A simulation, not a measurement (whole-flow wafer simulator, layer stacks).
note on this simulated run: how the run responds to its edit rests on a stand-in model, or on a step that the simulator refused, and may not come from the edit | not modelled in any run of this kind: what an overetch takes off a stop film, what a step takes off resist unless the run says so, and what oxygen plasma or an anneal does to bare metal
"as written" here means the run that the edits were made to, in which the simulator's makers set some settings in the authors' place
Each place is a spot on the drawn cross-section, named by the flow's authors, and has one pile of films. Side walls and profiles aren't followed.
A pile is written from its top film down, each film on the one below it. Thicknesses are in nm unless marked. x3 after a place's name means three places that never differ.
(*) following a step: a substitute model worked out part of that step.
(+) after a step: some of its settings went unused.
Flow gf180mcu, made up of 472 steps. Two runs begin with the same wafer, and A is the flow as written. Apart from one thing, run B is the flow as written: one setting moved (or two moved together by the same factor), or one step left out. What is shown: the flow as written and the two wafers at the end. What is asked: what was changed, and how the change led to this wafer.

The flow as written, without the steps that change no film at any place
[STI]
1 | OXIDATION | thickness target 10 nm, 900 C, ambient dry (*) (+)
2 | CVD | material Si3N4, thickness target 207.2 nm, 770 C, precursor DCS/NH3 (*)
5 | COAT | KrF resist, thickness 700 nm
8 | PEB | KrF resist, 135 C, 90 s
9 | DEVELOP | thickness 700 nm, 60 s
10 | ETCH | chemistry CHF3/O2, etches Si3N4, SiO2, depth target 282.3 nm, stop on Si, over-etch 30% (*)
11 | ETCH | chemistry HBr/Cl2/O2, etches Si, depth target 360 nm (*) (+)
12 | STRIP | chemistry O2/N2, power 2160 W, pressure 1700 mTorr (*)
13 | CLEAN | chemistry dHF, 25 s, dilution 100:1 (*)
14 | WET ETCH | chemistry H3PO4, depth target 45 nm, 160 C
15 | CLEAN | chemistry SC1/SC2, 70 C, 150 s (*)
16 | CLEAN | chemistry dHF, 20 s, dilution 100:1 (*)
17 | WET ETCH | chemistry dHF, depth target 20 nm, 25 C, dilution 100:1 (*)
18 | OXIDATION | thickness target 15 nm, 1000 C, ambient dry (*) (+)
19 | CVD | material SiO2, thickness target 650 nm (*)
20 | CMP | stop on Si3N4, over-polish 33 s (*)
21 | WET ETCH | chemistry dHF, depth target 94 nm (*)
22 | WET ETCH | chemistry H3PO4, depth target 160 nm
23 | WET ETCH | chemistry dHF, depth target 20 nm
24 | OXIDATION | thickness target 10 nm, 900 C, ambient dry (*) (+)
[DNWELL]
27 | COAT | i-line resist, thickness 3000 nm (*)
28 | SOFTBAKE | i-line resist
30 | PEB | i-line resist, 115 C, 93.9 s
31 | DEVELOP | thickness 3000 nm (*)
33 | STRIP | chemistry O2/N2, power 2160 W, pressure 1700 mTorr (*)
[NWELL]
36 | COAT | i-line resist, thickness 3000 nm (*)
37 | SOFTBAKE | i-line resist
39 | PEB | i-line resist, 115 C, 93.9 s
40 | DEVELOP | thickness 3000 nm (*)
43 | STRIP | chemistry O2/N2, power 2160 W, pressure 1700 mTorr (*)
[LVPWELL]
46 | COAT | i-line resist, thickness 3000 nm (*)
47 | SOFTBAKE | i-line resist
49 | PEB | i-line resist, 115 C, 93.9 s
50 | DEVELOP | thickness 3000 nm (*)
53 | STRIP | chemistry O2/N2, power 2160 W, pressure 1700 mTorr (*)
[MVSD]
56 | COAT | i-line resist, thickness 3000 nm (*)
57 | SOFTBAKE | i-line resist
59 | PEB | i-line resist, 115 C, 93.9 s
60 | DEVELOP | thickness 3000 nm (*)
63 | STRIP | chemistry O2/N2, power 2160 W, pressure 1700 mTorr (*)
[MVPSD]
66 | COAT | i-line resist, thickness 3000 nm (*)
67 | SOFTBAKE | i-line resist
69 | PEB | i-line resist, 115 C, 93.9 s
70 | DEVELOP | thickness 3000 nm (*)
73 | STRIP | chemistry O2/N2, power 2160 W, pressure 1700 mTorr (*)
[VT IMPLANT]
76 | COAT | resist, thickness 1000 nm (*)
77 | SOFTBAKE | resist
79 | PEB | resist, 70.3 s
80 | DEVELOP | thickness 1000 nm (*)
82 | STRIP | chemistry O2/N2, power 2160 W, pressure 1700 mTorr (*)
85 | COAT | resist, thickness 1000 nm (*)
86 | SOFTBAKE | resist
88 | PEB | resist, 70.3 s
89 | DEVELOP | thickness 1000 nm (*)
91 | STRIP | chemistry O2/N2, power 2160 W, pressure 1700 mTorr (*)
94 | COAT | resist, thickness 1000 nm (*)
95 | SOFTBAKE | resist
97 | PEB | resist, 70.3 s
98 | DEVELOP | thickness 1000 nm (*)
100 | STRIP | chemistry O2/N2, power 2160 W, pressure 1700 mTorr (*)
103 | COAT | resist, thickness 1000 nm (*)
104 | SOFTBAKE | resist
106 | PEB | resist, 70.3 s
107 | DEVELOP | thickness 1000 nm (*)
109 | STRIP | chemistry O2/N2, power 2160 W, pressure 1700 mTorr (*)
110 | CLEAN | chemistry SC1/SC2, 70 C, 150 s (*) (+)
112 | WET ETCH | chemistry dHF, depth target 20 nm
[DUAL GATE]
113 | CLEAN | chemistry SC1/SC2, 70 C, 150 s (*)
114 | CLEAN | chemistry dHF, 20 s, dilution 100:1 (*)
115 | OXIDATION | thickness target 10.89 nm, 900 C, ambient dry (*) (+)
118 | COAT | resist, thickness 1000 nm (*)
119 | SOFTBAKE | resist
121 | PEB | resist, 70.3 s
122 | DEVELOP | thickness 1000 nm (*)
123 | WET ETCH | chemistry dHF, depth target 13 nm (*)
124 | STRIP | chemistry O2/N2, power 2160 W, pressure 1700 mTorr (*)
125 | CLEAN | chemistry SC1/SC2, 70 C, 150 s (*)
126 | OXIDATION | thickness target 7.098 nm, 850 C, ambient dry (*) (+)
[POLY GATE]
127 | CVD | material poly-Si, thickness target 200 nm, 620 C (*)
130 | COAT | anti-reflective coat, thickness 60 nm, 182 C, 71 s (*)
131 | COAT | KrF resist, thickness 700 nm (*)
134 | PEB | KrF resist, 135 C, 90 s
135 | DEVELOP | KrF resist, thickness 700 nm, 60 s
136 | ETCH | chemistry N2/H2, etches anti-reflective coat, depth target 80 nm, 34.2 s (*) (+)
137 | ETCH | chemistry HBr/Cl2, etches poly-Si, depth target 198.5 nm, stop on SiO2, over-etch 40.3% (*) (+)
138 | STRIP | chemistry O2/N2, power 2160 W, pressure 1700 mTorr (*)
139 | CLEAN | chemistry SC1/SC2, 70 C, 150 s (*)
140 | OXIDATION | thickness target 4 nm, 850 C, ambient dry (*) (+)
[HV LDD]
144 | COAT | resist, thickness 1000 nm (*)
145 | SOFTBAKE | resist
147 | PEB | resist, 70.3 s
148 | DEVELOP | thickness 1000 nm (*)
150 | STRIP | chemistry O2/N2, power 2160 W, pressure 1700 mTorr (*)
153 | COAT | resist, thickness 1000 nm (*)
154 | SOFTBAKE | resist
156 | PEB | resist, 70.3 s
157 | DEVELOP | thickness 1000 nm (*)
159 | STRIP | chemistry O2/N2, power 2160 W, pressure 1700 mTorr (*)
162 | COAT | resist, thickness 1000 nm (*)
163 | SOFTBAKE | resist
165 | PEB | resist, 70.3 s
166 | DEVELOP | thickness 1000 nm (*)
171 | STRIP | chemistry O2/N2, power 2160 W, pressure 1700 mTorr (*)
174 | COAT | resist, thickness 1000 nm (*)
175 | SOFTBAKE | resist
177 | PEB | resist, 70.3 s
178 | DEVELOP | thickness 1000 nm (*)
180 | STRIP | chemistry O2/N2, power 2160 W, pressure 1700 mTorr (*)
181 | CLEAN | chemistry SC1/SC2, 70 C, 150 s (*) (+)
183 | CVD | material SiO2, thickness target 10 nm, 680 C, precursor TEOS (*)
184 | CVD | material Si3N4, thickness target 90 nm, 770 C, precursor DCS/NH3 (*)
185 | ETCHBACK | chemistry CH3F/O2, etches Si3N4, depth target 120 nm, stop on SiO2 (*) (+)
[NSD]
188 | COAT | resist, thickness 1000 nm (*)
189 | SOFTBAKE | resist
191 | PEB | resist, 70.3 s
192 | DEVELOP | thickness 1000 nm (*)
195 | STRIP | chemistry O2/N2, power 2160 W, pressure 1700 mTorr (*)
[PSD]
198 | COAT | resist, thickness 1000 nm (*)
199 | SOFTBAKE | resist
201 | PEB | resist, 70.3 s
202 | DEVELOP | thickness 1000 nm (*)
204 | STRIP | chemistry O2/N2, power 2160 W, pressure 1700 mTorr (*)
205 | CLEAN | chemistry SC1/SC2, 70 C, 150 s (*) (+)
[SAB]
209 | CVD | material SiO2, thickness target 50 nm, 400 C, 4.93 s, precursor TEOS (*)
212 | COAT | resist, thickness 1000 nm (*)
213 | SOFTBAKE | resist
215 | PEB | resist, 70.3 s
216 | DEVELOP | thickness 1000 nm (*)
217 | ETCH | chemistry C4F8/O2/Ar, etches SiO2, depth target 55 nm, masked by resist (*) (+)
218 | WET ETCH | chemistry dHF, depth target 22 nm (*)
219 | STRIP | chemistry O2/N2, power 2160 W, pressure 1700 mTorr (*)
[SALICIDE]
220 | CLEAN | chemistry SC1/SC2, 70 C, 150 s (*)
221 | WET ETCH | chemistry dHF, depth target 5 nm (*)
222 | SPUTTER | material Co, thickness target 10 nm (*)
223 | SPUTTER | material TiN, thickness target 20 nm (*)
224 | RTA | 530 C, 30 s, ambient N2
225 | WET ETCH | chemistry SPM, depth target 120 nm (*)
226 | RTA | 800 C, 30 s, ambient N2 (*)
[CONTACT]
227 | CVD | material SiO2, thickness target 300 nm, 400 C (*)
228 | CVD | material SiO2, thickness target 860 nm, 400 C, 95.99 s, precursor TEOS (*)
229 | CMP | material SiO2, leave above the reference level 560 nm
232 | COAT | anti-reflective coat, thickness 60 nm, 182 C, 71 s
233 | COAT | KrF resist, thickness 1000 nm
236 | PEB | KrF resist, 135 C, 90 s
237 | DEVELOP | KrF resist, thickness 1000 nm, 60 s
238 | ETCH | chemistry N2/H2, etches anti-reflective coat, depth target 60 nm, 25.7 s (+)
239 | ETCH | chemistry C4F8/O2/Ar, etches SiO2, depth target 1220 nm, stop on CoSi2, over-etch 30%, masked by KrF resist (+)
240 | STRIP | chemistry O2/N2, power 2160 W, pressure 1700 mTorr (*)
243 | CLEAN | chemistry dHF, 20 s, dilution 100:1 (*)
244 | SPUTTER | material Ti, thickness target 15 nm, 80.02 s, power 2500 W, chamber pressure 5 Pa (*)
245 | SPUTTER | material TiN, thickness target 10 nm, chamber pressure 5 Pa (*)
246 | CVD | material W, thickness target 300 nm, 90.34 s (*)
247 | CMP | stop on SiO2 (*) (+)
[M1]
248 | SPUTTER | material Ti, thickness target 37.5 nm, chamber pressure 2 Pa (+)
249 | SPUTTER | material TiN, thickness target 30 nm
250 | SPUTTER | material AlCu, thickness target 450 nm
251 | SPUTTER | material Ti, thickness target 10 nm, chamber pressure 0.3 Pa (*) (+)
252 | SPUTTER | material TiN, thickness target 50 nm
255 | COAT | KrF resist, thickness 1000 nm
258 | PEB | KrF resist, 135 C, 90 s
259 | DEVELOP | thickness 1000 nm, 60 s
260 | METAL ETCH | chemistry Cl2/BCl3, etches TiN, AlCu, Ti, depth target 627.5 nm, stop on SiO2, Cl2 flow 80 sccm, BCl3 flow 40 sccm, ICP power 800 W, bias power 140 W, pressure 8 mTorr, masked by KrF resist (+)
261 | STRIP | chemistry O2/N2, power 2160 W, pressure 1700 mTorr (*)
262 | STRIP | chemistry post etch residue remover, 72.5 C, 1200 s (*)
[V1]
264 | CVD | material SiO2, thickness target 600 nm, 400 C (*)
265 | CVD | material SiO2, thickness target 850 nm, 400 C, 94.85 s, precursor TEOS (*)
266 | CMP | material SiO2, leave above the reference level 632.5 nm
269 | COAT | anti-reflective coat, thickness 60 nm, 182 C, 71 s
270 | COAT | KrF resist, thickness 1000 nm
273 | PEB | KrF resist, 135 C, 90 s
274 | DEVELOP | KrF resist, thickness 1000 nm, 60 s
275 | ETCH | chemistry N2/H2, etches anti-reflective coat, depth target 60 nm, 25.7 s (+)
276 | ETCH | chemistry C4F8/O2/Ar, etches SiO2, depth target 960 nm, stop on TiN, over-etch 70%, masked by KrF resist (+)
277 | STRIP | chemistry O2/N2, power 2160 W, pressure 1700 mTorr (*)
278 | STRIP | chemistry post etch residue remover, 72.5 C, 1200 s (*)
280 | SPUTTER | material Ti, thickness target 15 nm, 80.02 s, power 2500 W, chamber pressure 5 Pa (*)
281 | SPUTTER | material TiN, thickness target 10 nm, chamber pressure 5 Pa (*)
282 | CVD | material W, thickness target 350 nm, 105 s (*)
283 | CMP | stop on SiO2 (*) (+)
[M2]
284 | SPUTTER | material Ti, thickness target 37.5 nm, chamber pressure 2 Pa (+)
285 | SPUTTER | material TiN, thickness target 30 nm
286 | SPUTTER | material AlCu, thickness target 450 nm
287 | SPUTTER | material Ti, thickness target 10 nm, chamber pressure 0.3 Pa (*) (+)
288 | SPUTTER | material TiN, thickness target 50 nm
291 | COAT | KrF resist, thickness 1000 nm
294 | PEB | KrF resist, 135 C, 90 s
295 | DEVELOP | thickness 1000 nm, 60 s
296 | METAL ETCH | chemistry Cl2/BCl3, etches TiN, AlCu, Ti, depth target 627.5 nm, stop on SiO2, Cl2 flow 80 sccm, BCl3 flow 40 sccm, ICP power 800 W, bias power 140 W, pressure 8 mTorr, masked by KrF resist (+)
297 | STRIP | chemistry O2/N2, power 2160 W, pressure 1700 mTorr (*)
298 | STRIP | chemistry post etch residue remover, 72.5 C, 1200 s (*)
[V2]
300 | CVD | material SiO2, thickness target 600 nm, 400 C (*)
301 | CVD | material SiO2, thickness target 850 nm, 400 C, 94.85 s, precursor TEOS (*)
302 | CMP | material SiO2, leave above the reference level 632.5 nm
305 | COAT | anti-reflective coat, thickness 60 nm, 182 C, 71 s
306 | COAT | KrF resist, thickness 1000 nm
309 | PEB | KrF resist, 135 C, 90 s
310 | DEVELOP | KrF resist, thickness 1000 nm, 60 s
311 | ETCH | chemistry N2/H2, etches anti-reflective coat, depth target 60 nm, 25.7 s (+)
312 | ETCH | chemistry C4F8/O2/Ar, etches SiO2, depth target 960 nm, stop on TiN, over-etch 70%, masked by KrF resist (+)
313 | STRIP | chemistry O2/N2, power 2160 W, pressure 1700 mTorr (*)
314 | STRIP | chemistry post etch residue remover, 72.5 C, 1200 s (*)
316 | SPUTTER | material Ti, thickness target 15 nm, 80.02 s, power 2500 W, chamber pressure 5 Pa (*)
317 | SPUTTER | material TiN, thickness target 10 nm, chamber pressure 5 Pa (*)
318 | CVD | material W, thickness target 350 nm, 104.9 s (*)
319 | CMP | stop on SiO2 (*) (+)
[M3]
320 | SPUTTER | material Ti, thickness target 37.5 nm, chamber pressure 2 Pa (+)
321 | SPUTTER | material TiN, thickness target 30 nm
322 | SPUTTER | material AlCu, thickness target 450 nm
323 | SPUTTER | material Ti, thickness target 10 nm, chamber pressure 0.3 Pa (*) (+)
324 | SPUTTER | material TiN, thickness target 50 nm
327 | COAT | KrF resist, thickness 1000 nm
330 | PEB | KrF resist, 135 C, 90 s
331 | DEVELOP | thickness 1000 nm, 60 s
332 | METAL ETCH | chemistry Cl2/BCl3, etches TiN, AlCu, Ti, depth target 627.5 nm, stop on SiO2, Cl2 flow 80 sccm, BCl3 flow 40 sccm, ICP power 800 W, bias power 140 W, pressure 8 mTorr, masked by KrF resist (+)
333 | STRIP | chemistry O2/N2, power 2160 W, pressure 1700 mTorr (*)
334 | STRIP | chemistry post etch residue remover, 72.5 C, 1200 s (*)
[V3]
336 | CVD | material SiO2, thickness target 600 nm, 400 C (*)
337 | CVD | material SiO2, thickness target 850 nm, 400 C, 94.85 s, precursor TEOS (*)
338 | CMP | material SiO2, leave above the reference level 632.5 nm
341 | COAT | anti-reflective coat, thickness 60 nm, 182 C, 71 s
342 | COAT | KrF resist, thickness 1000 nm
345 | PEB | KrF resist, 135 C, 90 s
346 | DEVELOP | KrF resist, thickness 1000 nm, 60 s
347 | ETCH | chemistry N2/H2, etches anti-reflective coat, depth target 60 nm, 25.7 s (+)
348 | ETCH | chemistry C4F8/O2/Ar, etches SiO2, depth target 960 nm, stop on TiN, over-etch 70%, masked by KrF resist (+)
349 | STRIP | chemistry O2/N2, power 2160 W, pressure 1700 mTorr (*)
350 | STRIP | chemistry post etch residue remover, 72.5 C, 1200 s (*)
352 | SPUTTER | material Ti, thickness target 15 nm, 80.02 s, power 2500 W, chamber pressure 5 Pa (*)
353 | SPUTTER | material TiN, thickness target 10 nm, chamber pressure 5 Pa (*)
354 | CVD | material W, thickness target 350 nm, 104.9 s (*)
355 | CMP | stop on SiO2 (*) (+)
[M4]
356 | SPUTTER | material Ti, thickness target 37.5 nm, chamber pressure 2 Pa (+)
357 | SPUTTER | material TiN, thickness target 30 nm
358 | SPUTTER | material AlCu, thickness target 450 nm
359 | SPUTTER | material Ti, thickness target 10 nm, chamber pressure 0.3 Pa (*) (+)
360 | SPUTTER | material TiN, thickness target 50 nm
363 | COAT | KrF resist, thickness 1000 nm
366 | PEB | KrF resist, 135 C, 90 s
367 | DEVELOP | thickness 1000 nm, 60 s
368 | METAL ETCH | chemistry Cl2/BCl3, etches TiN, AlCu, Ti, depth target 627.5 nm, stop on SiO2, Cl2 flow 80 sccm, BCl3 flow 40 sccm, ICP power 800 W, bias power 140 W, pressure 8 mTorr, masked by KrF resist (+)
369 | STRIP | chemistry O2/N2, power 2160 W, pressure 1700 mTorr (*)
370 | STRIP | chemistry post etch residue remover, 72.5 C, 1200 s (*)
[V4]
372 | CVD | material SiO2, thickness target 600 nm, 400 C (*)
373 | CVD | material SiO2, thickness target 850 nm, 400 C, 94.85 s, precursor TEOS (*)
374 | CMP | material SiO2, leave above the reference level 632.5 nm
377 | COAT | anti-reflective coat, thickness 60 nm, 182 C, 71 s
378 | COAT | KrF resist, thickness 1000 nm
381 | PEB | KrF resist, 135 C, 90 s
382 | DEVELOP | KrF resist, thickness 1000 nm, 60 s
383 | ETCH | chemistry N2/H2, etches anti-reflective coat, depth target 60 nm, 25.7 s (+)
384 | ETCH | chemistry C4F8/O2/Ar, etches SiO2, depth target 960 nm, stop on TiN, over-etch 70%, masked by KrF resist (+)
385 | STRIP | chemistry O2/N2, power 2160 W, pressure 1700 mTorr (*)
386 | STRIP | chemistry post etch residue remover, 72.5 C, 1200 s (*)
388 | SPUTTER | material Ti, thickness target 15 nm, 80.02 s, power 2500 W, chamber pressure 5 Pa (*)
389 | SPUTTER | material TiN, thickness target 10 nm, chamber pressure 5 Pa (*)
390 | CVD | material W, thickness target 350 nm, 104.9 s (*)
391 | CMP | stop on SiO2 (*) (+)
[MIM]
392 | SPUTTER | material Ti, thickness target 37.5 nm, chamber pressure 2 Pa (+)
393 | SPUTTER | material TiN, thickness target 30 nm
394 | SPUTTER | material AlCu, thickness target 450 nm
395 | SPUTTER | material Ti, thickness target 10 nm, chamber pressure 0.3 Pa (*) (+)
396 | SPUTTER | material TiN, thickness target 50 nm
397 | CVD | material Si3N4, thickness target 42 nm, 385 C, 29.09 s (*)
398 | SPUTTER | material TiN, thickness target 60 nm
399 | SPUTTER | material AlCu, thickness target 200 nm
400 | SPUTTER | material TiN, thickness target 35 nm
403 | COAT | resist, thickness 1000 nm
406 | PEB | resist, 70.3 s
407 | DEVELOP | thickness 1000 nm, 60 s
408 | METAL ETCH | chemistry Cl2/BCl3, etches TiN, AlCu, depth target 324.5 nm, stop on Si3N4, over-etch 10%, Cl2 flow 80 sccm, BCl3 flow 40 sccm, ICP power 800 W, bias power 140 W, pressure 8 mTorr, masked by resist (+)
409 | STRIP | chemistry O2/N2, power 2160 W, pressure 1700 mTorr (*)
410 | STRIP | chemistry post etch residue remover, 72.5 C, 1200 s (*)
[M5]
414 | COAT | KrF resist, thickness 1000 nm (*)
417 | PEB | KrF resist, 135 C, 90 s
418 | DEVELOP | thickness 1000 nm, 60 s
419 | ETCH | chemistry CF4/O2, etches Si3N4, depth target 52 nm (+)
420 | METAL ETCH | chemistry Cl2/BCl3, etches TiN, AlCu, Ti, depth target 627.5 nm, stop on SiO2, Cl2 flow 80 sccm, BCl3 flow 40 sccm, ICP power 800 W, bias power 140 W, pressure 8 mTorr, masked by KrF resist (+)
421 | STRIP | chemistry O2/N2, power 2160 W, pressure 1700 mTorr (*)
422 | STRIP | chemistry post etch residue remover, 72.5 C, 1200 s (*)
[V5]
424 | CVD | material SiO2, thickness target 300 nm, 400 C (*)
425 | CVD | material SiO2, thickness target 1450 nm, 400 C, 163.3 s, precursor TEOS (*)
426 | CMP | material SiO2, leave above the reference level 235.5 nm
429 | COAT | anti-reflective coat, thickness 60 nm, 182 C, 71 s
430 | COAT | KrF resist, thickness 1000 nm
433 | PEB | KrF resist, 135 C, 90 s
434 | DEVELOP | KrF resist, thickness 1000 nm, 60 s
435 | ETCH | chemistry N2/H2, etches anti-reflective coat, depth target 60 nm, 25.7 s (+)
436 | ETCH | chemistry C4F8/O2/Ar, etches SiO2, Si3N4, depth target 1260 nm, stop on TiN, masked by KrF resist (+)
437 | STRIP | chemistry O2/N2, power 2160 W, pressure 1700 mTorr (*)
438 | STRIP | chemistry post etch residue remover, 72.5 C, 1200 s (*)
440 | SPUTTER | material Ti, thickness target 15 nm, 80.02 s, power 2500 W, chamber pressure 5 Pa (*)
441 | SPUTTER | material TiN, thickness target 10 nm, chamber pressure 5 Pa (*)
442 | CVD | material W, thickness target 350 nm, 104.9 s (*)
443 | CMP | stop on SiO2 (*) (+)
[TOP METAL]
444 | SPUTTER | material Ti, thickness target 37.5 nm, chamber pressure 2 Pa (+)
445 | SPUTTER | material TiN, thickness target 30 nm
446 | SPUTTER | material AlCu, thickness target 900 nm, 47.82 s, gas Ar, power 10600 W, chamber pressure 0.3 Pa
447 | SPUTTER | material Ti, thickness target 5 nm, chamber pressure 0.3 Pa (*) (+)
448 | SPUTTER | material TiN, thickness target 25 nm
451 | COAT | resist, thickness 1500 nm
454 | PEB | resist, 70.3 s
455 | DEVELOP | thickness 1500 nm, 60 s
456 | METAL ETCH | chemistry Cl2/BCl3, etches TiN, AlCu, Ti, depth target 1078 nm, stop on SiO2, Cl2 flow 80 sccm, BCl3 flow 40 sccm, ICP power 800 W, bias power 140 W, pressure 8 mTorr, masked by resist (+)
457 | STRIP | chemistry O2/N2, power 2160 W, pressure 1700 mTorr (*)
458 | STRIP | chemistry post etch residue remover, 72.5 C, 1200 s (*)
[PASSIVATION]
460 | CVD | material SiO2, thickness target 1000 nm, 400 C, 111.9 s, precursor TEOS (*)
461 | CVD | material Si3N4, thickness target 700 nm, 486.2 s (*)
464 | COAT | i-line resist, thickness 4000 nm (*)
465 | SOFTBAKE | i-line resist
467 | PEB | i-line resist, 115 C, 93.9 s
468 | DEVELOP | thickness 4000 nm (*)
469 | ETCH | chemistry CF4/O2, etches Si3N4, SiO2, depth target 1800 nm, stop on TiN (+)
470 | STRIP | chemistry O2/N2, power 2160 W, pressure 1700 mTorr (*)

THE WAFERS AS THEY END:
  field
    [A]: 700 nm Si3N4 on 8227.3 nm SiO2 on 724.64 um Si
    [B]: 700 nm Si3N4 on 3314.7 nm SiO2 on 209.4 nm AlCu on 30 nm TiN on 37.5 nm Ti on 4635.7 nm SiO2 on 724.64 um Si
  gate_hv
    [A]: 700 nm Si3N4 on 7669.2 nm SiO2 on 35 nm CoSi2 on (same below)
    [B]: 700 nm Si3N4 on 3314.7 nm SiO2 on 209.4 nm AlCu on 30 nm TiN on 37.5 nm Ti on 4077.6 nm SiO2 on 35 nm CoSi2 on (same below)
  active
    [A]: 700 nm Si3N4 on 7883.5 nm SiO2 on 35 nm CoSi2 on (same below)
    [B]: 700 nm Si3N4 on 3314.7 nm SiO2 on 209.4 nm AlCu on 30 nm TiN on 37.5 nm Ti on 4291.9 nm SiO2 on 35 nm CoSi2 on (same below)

The reason: step 368, METAL ETCH: depth target 294.9 nm was run, while the flow as written has depth target 627.5 nm.

How this came from the change, step by step:
  368 | METAL ETCH | chemistry Cl2/BCl3, etches TiN, AlCu, Ti, depth target 627.5 nm, stop on SiO2, Cl2 flow 80 sccm, BCl3 flow 40 sccm, ICP power 800 W, bias power 140 W, pressure 8 mTorr, masked by KrF resist (+)
      field, field__w1, field__w2 and 103 more: A TiN loses 50 (all of it), Ti loses 10 (all of it), AlCu loses 450 (all of it), TiN loses 30 (all of it), Ti loses 37.5 (all of it) | B TiN loses 50 (all of it), Ti loses 10 (all of it), AlCu loses 234.9
      field__w8, contact, m1, m1__w1, m1_nw: A KrF resist loses 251 | B KrF resist loses 118
  369 | STRIP | chemistry O2/N2, power 2160 W, pressure 1700 mTorr (*)
      field__w8, contact, m1, m1__w1, m1_nw: A KrF resist loses 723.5 (all of it) | B KrF resist loses 856.6 (all of it)
  370 | STRIP | chemistry post etch residue remover, 72.5 C, 1200 s (*)
      field, field__w1, field__w2 and 103 more: A nothing | B AlCu loses 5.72
  372 | CVD | material SiO2, thickness target 600 nm, 400 C (*)
      field, field__w1, field__w2 and 103 more: A SiO2 gains 600 | B SiO2 gains 600 (new film)
  374 | CMP | material SiO2, leave above the reference level 632.5 nm
      field, field__w1, field__w2 and 103 more: A SiO2 loses 300 | B SiO2 loses 576.9
With metal films that touch counted as one body, field has 1 body; the flow as written gives 0 bodies.
With metal films that touch counted as one body, gate_hv has 2 bodies (between them, from the top down: SiO2 4077.6); the flow as written gives 1 body.
With metal films that touch counted as one body, active has 2 bodies (between them, from the top down: SiO2 4291.9); the flow as written gives 1 body.
